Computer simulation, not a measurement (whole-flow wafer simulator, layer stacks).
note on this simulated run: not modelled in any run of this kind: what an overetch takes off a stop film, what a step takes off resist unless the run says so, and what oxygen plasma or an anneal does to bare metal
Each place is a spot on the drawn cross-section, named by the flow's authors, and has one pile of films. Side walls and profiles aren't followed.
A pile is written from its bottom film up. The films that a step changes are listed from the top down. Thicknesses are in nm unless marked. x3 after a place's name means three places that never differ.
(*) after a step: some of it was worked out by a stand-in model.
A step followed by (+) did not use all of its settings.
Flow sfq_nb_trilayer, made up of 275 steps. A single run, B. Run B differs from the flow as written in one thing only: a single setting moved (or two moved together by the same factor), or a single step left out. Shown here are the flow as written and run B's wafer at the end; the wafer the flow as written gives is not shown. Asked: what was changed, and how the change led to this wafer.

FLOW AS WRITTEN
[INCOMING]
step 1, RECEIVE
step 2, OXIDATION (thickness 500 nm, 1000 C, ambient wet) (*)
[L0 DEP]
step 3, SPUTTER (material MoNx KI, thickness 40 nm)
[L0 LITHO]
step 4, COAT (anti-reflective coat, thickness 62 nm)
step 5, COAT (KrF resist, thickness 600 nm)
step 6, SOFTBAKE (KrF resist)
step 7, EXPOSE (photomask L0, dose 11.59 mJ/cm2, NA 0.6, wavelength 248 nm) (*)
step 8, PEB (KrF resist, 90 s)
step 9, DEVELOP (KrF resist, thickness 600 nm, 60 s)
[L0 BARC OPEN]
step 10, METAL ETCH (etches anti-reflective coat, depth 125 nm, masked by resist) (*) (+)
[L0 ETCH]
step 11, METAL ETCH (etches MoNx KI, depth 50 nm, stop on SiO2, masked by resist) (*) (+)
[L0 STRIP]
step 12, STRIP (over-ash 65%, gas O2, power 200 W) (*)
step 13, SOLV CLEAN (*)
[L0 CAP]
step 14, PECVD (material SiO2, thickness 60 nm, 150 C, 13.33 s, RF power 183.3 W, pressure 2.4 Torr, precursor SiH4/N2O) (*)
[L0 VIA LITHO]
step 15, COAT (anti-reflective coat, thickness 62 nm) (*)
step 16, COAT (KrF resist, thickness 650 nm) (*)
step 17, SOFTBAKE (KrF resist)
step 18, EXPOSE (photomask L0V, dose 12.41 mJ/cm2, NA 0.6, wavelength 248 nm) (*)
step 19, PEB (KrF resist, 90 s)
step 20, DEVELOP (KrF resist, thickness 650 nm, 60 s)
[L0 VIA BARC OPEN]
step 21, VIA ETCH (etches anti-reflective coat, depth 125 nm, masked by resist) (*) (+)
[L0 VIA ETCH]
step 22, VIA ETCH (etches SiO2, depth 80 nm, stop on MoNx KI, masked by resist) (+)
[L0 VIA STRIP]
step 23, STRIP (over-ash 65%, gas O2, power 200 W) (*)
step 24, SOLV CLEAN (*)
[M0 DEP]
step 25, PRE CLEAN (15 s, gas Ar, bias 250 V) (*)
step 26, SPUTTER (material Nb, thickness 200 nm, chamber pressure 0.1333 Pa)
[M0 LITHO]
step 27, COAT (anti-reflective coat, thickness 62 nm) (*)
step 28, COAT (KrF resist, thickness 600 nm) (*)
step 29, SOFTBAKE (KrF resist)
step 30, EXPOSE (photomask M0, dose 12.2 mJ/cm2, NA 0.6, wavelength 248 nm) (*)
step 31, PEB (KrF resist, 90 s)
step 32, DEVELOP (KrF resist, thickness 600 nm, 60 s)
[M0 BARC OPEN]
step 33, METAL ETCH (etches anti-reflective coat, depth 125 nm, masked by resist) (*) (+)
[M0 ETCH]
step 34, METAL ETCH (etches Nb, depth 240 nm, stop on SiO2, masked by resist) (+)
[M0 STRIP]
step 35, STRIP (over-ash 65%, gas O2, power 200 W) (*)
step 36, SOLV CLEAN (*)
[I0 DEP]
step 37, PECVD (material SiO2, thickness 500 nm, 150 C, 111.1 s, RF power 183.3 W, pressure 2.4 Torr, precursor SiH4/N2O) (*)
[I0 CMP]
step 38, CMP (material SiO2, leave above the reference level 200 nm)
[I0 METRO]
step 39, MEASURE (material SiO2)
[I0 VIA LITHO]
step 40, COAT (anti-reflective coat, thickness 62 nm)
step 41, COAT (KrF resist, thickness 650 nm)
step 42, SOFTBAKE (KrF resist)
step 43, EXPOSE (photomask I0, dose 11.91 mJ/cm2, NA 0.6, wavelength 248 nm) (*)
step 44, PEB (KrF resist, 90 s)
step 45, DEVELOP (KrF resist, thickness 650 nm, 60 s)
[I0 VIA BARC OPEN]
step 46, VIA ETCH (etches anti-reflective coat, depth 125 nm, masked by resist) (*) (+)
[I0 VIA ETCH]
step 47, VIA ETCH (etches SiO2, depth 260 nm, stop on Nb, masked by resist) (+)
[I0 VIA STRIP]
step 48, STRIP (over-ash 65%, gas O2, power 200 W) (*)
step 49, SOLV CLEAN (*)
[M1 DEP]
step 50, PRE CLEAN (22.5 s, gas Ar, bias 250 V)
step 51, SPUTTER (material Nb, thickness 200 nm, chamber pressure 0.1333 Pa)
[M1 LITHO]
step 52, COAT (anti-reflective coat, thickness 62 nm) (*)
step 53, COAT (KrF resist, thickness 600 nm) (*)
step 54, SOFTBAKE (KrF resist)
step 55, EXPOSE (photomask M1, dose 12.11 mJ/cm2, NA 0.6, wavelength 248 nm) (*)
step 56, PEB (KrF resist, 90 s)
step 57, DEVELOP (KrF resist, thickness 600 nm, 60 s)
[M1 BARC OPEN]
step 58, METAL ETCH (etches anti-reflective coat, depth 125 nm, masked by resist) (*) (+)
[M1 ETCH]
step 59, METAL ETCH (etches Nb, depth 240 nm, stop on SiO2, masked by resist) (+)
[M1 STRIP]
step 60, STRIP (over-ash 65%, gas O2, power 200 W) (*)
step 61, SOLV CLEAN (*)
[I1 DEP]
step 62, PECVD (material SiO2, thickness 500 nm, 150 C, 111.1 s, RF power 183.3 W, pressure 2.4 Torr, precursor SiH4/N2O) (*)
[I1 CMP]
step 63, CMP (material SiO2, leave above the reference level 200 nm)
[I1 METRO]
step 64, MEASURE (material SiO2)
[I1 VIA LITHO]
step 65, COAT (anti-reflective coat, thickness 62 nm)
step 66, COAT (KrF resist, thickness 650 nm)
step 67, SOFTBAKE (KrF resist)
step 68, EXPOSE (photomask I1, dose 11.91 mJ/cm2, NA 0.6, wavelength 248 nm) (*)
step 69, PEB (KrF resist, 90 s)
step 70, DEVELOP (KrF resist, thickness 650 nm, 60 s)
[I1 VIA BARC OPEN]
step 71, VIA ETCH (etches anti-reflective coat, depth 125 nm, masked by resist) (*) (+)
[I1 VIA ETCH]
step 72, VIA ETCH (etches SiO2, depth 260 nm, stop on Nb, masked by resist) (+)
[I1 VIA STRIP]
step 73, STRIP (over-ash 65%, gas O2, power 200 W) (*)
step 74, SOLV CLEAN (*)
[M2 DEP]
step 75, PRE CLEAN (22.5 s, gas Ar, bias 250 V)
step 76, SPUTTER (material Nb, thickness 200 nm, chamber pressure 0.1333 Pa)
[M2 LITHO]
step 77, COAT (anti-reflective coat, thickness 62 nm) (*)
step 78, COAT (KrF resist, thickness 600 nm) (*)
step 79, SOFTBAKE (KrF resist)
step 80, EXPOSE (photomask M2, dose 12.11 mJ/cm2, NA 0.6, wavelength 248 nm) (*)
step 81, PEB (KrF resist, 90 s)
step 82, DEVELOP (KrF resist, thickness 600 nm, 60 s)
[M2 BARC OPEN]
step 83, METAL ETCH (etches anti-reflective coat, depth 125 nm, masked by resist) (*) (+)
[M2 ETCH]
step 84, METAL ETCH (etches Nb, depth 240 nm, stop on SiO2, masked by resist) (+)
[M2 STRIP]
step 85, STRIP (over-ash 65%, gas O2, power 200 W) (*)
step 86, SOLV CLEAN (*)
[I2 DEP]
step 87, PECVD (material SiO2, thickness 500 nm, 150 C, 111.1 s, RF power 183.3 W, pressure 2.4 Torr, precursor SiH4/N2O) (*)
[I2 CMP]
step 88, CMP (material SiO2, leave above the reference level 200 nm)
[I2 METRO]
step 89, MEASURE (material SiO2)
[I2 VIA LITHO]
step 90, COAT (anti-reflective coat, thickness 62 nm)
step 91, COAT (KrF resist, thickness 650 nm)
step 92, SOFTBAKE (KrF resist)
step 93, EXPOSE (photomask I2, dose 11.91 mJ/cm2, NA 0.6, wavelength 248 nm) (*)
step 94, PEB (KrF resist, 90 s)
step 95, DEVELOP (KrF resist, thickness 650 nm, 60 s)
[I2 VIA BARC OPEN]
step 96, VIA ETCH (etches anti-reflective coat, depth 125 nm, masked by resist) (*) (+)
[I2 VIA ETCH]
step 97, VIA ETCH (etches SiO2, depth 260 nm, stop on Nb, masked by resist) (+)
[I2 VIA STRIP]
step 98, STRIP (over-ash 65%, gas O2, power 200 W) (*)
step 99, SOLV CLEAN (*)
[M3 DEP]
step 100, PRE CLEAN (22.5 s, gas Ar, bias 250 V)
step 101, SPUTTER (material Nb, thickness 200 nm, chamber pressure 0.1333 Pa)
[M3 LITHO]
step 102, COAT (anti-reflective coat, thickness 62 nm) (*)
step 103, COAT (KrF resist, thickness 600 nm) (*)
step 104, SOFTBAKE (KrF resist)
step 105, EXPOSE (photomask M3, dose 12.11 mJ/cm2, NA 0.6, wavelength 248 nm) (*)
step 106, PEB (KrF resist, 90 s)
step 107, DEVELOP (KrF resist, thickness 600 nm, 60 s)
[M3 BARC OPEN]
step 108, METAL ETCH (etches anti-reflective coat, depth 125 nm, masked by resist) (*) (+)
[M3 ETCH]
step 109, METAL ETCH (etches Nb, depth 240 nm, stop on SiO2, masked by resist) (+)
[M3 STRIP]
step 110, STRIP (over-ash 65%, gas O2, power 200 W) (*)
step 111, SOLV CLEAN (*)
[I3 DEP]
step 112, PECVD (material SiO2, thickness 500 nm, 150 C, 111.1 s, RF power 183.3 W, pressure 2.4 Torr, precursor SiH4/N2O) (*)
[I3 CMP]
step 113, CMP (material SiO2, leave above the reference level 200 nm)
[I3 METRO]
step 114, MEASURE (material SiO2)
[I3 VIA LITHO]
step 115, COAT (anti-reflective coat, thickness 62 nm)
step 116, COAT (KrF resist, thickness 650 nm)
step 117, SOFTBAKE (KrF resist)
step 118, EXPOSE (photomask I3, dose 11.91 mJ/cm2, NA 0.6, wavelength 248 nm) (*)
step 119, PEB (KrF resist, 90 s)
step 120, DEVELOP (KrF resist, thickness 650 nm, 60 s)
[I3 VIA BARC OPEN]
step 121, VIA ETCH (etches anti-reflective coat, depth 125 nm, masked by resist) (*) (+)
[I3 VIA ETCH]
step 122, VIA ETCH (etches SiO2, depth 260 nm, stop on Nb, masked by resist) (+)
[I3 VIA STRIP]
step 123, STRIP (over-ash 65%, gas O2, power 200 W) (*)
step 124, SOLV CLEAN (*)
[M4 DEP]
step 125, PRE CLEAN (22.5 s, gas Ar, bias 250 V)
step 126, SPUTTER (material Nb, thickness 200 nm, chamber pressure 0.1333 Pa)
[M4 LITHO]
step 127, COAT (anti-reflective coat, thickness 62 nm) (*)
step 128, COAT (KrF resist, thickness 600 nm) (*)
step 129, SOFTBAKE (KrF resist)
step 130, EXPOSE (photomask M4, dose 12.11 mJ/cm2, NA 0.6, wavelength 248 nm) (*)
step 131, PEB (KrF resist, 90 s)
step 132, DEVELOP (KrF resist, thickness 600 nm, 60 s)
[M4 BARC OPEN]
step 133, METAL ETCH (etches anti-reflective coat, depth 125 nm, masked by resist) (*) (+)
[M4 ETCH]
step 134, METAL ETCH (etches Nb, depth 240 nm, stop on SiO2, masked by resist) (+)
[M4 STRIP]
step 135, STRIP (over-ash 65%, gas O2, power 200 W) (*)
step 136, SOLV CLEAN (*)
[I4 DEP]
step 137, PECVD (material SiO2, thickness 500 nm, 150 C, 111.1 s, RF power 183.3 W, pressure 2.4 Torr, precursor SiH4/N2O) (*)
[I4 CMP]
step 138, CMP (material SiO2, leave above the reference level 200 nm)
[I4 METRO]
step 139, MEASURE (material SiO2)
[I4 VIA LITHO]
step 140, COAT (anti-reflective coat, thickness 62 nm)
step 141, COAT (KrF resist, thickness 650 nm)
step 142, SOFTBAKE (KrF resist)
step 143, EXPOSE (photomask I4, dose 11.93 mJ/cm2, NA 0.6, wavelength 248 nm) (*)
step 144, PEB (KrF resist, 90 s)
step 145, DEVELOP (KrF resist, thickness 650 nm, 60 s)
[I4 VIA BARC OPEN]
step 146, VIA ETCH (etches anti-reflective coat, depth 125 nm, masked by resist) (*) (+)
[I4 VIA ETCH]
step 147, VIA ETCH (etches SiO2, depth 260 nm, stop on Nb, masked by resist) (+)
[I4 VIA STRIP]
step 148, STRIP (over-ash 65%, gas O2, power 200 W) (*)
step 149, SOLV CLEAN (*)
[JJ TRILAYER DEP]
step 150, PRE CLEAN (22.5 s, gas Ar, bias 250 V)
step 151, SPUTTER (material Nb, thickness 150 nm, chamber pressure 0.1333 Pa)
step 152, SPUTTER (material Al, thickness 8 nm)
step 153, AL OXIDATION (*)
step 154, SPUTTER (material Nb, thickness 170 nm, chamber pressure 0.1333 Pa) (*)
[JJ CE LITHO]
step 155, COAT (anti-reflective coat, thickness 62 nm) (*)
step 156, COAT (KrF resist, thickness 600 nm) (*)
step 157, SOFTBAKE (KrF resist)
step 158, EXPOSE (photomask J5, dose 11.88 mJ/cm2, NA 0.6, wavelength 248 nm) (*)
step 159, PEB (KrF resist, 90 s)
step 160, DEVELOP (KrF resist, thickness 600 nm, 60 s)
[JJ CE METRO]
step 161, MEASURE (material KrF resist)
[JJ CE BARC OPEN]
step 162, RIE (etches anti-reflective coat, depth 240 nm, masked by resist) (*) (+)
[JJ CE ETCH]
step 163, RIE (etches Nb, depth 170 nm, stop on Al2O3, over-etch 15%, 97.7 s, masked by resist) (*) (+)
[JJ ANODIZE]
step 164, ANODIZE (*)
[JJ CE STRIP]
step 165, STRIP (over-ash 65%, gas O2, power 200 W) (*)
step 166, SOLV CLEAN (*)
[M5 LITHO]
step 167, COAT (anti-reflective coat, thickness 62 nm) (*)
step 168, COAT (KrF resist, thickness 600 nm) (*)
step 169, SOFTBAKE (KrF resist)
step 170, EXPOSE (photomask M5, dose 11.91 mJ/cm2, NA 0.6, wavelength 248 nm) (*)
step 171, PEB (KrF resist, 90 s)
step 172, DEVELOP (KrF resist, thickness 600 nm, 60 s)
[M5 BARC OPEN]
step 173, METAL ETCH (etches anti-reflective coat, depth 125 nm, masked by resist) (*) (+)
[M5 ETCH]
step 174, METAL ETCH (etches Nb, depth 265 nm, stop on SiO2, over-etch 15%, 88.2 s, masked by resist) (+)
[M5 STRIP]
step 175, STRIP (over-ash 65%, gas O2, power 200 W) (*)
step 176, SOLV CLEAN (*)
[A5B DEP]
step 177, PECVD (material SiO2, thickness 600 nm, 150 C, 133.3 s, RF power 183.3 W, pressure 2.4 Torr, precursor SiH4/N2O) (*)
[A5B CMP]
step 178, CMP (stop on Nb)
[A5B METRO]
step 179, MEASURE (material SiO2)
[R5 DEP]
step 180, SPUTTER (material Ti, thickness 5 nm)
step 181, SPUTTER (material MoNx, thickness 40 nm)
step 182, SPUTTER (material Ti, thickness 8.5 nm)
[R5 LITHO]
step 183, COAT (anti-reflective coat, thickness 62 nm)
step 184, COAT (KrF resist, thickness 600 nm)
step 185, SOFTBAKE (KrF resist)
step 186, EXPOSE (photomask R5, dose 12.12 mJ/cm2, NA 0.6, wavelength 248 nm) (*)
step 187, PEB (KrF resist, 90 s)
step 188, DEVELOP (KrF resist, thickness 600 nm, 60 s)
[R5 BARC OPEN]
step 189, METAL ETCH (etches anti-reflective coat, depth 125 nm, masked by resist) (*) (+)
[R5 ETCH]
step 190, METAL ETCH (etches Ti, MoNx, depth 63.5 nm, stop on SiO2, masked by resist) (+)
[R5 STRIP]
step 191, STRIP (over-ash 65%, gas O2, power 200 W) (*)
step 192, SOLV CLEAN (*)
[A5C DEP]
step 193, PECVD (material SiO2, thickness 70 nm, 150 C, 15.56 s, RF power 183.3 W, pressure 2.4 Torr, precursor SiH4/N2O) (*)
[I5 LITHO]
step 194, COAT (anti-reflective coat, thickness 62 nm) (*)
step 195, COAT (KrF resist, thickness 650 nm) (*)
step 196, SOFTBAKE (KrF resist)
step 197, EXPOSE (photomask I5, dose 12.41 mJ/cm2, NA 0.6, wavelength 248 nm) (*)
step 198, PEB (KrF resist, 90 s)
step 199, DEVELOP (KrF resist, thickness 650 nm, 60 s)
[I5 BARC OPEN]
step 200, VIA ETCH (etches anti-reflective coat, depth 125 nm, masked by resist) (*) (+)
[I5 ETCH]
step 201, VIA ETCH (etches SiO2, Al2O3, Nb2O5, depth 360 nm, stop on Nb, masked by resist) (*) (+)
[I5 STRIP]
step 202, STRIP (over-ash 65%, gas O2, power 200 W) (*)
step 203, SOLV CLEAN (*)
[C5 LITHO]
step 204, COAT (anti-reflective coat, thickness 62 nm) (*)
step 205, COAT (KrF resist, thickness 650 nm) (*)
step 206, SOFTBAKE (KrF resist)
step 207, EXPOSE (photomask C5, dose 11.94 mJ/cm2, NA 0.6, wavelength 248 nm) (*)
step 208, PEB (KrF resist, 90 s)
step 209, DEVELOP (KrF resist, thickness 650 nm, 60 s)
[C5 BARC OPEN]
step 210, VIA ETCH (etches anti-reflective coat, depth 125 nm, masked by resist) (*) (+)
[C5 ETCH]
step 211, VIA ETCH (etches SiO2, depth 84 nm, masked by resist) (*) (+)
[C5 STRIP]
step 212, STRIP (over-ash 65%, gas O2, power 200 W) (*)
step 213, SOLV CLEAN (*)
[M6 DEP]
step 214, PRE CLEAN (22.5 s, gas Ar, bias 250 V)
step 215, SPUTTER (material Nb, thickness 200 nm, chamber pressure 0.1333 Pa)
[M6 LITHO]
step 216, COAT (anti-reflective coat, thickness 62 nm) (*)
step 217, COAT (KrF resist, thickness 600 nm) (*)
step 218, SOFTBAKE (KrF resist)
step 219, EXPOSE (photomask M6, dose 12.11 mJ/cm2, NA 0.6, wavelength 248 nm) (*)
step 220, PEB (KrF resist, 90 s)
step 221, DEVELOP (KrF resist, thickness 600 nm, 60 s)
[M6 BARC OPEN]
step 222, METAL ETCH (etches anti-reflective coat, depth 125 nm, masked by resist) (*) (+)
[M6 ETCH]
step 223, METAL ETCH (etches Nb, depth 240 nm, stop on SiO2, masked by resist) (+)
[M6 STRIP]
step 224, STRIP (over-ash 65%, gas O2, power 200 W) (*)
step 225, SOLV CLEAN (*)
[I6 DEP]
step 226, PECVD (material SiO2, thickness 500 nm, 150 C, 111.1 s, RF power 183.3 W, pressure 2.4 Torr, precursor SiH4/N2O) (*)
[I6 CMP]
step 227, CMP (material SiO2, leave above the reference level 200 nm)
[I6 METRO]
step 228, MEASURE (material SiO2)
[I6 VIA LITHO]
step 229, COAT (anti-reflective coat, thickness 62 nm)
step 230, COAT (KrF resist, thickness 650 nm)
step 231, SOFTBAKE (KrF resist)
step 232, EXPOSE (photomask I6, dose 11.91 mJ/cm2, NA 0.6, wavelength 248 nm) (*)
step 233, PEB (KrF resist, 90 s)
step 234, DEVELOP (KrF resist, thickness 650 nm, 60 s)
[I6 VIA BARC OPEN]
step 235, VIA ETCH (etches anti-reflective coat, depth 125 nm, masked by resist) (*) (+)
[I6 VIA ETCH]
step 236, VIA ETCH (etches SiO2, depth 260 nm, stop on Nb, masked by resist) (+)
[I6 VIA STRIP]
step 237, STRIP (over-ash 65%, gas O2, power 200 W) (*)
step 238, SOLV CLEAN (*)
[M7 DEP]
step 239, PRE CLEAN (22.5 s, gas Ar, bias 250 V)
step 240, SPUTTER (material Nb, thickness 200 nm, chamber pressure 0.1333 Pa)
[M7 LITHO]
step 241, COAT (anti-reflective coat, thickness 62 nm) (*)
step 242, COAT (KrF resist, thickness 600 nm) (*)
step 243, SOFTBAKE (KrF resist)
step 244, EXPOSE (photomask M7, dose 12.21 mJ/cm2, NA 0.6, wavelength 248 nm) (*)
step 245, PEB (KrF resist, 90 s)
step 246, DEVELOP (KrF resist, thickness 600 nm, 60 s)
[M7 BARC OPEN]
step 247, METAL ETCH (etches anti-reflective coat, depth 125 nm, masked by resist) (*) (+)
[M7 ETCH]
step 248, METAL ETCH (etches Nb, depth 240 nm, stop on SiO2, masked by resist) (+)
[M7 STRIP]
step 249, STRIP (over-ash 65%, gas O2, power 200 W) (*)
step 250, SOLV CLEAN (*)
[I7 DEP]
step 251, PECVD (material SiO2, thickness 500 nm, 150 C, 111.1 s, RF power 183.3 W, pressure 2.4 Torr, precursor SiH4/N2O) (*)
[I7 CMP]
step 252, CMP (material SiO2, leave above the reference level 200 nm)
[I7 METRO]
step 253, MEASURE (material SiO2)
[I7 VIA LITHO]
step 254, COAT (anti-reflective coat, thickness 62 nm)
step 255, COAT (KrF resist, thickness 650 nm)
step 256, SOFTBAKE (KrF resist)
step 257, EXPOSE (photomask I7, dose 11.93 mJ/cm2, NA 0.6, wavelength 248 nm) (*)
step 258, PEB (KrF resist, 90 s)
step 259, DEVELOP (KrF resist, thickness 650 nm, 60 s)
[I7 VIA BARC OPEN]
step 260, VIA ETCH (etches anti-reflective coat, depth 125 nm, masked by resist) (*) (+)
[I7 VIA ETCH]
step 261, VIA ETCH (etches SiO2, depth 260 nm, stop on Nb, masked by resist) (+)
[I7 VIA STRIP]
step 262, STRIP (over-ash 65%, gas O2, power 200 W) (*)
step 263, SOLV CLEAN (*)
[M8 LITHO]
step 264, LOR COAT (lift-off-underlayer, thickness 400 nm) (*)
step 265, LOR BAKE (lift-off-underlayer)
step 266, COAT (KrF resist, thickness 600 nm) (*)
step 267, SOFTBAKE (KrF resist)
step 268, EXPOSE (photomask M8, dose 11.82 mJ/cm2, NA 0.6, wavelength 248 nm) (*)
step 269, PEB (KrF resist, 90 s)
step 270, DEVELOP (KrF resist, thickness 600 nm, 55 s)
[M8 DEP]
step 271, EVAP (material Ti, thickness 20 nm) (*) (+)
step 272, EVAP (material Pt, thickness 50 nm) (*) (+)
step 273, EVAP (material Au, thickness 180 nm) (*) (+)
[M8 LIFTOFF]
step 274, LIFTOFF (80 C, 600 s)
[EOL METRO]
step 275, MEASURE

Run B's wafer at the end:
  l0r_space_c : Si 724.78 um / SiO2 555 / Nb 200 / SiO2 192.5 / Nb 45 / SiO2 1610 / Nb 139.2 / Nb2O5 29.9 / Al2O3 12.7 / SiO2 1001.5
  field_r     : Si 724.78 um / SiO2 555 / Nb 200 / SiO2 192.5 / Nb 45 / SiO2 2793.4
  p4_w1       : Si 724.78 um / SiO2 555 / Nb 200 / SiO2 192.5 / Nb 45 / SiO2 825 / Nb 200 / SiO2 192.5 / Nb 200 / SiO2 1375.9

Cause: step 51, SPUTTER: thickness 285 nm was run, whereas the flow has thickness 200 nm.

Step by step, how the change led to this:
  step 51, SPUTTER (material Nb, thickness 200 nm, chamber pressure 0.1333 Pa)
      field_l, v_sur, via_wl and 102 more: +285 Nb (new film) (as written it would have been: +200 Nb (new film))
      via_w: +249.9 Nb (as written it would have been: +174.5 Nb)
  step 52, COAT (anti-reflective coat, thickness 62 nm) (*)
      via_wl: +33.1 anti-reflective coat (new film) (as written it would have been: +33.8 anti-reflective coat (new film))
      via_wr: +33.1 anti-reflective coat (new film) (as written it would have been: +34.9 anti-reflective coat (new film))
  step 59, METAL ETCH (etches Nb, depth 240 nm, stop on SiO2, masked by resist) (+)
      field_l, be, be_sur and 79 more: -240 Nb (as written it would have been: -200 Nb (all of it))
  step 60, STRIP (over-ash 65%, gas O2, power 200 W) (*)
      via_wl: -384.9 KrF resist (all of it), -33.1 anti-reflective coat (all of it) (as written it would have been: -385.5 KrF resist (all of it), -33.8 anti-reflective coat (all of it))
      via_wr: -384.9 KrF resist (all of it), -33.1 anti-reflective coat (all of it) (as written it would have been: -384.4 KrF resist (all of it), -34.9 anti-reflective coat (all of it))
  step 62, PECVD (material SiO2, thickness 500 nm, 150 C, 111.1 s, RF power 183.3 W, pressure 2.4 Torr, precursor SiH4/N2O) (*)
      field_l, be, be_sur and 72 more: +500 SiO2 (new film) (as written it would have been: +500 SiO2)
      lsp_m, ln_m6, lsp_r, l0_sur, l0v: +493.9 SiO2 (new film) (as written it would have been: +494.9 SiO2)
      (as well as at 3 more places)
  step 63, CMP (material SiO2, leave above the reference level 200 nm)
      field_l, be, be_sur and 72 more: -60 SiO2 (as written it would have been: -100 SiO2)
      lsp_m, ln_m6, lsp_r, l0_sur, l0v: -53.9 SiO2 (as written it would have been: -94.9 SiO2)
      (as well as at 1 more place)
With metal films that touch counted as one body, l0r_space_c has 3 bodies (between them, from the top down: SiO2 1610; SiO2 192.5); the flow as written gives 2 bodies (between them, from the top down: SiO2 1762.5).
With metal films that touch counted as one body, field_r has 2 bodies (between them, from the top down: SiO2 192.5); the flow as written gives 1 body.
With metal films that touch counted as one body, p4_w1 has 4 bodies (between them, from the top down: SiO2 192.5; SiO2 825; SiO2 192.5); the flow as written gives 3 bodies (between them, from the top down: SiO2 192.5; SiO2 977.5).
